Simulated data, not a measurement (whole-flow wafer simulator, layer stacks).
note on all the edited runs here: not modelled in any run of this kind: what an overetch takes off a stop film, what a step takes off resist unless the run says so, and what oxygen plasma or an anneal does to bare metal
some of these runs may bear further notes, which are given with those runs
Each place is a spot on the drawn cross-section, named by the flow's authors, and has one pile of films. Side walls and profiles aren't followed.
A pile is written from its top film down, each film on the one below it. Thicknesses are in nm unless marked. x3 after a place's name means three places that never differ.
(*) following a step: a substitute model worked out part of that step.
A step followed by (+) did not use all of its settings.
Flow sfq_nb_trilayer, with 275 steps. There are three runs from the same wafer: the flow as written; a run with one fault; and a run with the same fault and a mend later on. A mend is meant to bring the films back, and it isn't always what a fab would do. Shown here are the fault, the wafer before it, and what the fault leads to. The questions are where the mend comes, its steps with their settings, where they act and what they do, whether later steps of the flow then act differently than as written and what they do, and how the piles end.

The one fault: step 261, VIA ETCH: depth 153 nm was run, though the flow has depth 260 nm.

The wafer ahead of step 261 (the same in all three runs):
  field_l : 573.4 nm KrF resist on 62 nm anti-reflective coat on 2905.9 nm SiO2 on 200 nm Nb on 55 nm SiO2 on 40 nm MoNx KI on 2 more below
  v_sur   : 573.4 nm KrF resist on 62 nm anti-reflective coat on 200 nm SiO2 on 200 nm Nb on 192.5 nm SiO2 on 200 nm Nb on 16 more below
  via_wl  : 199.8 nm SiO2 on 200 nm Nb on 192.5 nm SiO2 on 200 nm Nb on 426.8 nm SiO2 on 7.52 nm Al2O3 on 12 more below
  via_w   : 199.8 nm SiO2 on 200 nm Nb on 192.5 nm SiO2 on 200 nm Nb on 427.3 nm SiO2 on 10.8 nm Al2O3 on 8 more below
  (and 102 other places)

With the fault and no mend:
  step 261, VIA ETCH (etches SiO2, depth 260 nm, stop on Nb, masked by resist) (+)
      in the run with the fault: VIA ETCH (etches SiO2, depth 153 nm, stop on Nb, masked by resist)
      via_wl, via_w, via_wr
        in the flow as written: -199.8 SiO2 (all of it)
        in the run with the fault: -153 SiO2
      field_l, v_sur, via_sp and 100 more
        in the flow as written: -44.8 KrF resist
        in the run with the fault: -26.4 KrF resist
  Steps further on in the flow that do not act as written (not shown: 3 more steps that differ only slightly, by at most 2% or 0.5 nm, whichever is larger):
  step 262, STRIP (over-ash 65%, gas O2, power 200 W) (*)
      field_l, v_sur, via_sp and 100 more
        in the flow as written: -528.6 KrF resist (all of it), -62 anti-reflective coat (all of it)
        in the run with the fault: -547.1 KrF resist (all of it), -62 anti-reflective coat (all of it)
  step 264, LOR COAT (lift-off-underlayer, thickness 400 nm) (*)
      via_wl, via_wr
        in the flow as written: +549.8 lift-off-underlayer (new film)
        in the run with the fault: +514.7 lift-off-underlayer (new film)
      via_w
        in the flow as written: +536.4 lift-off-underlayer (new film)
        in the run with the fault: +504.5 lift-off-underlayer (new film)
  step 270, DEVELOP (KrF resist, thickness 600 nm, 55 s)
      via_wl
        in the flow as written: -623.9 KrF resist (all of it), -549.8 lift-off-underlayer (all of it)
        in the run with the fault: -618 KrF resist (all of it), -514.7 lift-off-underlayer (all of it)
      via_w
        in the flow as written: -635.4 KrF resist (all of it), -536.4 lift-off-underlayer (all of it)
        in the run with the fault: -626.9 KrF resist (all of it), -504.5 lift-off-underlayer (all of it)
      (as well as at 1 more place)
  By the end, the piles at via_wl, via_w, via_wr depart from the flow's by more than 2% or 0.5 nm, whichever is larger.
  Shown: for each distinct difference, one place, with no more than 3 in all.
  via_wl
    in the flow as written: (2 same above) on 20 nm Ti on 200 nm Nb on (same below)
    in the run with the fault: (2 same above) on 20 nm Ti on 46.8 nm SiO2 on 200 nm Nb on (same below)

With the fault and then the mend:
  After step 261 comes the mend.
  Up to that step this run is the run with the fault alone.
  step 261a, VIA ETCH (etches SiO2, depth 107 nm, stop on Nb, masked by resist) (+) (a further turn of the flow's step 261, with different settings)
      field_l, v_sur, via_sp and 100 more
        -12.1 KrF resist
      via_wl, via_w, via_wr
        -46.8 SiO2 (all of it)
  Later steps of the flow that are run all act as written at every place that is followed, up to a difference of at most 2% or 0.5 nm, whichever is larger.
  The piles end the same as the flow's at every place that both follow.
